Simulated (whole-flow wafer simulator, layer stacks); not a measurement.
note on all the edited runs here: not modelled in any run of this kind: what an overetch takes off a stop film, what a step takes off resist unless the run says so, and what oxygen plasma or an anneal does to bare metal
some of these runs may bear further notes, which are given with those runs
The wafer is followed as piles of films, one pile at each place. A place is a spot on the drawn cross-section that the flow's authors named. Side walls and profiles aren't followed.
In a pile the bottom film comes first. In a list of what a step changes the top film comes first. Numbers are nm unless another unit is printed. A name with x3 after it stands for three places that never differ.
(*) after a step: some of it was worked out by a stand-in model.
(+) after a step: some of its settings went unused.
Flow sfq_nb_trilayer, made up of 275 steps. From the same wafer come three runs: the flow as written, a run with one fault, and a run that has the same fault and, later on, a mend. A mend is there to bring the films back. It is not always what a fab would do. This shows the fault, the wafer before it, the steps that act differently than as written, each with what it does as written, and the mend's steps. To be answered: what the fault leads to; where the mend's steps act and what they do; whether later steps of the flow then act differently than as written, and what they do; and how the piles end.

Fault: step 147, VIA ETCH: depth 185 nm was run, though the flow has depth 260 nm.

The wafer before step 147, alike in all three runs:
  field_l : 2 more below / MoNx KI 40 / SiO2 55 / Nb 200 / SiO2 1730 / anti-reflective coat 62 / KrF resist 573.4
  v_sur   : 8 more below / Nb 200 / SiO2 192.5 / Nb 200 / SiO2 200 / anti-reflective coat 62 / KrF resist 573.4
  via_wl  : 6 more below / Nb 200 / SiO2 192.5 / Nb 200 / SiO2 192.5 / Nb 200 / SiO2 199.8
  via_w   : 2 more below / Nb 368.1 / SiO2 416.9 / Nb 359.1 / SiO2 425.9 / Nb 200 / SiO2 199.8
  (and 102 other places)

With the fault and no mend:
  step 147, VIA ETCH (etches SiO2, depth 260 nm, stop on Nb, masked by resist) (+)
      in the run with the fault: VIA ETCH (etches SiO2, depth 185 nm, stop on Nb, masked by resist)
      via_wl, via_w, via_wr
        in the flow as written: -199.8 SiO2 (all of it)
        in the run with the fault: -185 SiO2
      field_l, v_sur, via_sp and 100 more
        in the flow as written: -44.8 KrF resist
        in the run with the fault: -31.9 KrF resist
  Steps further on in the flow that do not act as written (11 more steps, not shown, differ only slightly: by at most 2% or 0.5 nm, whichever is larger):
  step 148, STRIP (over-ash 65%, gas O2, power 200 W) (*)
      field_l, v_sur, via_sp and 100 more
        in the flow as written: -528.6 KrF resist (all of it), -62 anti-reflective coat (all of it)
        in the run with the fault: -541.5 KrF resist (all of it), -62 anti-reflective coat (all of it)
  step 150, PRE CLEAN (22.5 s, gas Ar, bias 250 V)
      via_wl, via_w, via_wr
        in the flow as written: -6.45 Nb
        in the run with the fault: -7.5 SiO2
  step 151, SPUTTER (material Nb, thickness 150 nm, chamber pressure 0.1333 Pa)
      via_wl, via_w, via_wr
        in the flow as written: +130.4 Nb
        in the run with the fault: +132 Nb (new film)
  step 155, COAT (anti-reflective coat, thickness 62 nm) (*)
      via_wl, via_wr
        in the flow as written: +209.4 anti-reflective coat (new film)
        in the run with the fault: +195.9 anti-reflective coat (new film)
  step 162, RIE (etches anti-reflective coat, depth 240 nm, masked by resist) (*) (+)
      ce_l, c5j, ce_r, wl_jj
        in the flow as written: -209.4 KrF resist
        in the run with the fault: -195.9 KrF resist
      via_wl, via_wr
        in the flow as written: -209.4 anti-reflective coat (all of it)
        in the run with the fault: -195.9 anti-reflective coat (all of it)
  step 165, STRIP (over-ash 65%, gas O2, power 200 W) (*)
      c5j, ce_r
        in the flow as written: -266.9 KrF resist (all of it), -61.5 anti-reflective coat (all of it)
        in the run with the fault: -280.4 KrF resist (all of it), -61.5 anti-reflective coat (all of it)
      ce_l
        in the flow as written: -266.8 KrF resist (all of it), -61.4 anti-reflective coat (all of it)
        in the run with the fault: -280.3 KrF resist (all of it), -61.5 anti-reflective coat (all of it)
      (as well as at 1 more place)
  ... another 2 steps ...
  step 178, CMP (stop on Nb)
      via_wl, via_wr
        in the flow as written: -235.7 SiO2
        in the run with the fault: -251.1 SiO2
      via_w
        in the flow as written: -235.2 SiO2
        in the run with the fault: -250.6 SiO2
  By the end, the piles at via_wl, via_w, via_wr depart from the flow's by more than 2% or 0.5 nm, whichever is larger.
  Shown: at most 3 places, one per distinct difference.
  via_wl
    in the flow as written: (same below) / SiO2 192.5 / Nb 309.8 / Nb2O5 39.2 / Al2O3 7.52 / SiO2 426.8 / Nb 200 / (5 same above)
    in the run with the fault: (same below) / SiO2 192.5 / Nb 200 / SiO2 7.34 / Nb 117.9 / Nb2O5 39.1 / Al2O3 7.57 / SiO2 411.4 / Nb 200 / (5 same above)
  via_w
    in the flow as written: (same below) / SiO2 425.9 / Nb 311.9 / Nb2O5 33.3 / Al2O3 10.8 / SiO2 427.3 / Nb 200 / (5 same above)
    in the run with the fault: (same below) / SiO2 425.9 / Nb 200 / SiO2 7.34 / Nb 120.1 / Nb2O5 33.1 / Al2O3 11 / SiO2 411.9 / Nb 200 / (5 same above)

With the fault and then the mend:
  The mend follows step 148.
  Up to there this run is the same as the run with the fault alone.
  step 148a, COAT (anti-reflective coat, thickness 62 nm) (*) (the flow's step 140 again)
      p4_fl x3, p4_w1 x9, p4_g1 x2 and 63 more
        +62 anti-reflective coat (new film)
      r_end, moat, field_r and 7 more
        +61.7 anti-reflective coat (new film)
      c5j, ce_r, sp_r, be_r, r_sur, res
        +61.6 anti-reflective coat (new film)
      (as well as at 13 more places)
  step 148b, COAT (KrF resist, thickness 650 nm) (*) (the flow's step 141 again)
      p4_fl x3, p4_w1 x9, p4_g1 x2 and 63 more
        +650 KrF resist (new film)
      lsp_l, ln_m5, lsp_m, ln_m6, lsp_r
        +649.4 KrF resist (new film)
      r_end, moat, field_r, l0_sur
        +649.3 KrF resist (new film)
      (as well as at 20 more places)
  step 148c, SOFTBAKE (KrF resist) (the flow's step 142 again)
      leaves every film unchanged at each place that is followed
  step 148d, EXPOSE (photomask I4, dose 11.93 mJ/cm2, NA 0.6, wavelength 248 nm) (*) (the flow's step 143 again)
      leaves every film unchanged at each place that is followed
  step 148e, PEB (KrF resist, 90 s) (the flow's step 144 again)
      ce_r, sp_r, be_r and 89 more
        -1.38 KrF resist
      wire, be, be_sur, gap, jj_sur, ce_l, c5j
        -1.37 KrF resist
      v_sur, via_sp, via_v
        -1.36 KrF resist
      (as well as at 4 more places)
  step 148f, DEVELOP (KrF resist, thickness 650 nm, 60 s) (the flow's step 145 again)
      field_l, v_sur, via_sp and 100 more
        -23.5 KrF resist
      via_wl
        -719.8 KrF resist (all of it)
      via_w
        -774.9 KrF resist (all of it)
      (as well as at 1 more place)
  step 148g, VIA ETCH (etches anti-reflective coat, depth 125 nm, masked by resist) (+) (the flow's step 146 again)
      field_l, v_sur, via_sp and 100 more
        -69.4 KrF resist
      via_wl, via_wr
        -125 anti-reflective coat
      via_w
        -83.1 anti-reflective coat (all of it), -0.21 SiO2
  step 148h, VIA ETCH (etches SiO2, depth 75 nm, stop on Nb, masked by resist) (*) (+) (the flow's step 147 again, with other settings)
      field_l, v_sur, via_sp and 97 more
        -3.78 KrF resist
      r_sur, lsp_l, lsp_m
        -3.79 KrF resist
      via_wl
        -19 anti-reflective coat (all of it), -14.8 SiO2 (all of it)
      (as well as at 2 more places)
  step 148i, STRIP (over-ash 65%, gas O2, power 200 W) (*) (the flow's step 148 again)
      p4_fl x3, p4_w1 x9, p4_g1 x2 and 63 more
        -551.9 KrF resist (all of it), -62 anti-reflective coat (all of it)
      r_end, moat, field_r, lsp_l, ln_m5, l0_sur
        -551.2 KrF resist (all of it), -61.7 anti-reflective coat (all of it)
      lsp_m, ln_m6, lsp_r
        -551.3 KrF resist (all of it), -61.7 anti-reflective coat (all of it)
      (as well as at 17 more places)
  None of the later steps of the flow differs from how it acts as written, at any place that is followed, by more than 2% or 0.5 nm, whichever is larger.
  By the end, the piles equal the flow's at every place that both follow.
